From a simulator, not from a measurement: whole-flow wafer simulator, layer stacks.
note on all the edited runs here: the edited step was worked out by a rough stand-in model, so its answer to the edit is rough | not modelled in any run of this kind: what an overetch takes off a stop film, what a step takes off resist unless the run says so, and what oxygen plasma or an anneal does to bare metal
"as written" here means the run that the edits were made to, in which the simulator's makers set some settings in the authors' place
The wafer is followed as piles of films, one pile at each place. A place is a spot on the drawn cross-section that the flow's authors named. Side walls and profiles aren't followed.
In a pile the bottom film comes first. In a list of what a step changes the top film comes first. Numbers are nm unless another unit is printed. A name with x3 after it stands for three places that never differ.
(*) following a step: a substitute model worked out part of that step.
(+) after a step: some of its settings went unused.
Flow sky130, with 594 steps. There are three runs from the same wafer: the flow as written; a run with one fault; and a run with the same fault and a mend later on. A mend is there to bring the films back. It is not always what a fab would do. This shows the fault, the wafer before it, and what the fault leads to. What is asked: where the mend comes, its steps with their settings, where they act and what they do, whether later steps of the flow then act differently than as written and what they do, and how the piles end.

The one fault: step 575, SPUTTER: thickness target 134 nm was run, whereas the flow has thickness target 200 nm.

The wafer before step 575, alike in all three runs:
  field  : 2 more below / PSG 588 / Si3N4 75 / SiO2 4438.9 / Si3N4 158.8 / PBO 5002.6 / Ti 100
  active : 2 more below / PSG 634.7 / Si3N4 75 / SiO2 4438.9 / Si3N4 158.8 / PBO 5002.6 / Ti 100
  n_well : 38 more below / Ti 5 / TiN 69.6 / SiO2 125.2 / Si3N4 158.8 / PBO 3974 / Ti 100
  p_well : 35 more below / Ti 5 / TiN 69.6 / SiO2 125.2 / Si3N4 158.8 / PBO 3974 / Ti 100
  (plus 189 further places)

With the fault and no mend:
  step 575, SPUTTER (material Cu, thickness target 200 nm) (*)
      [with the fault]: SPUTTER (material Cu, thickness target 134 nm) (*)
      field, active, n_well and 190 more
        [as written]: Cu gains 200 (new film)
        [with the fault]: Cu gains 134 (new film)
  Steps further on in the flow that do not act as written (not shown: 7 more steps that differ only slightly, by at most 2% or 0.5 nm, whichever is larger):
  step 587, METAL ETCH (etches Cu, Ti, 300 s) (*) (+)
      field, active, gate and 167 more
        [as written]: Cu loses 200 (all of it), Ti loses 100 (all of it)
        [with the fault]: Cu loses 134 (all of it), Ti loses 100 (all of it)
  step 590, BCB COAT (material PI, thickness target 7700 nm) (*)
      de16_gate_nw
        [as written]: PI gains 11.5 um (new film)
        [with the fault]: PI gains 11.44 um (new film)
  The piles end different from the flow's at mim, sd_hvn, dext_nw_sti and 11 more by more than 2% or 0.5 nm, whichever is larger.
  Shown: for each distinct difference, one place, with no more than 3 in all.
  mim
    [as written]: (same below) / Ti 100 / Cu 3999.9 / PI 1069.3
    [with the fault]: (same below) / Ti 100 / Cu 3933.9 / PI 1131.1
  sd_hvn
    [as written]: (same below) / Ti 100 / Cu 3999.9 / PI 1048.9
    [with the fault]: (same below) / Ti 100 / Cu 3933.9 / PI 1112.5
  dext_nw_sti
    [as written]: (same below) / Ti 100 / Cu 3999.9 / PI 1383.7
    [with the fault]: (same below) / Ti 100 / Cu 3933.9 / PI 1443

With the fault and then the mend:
  The mend stands after step 575.
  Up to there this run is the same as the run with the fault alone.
  step 575a, SPUTTER (material Cu, thickness target 66 nm) (*) (the flow's step 575, run once more with other settings)
      field, active, n_well and 190 more
        Cu gains 66
  None of the later steps of the flow acts differently than as written at any place that is followed.
  At every place that both follow, the piles at the end match the flow's.
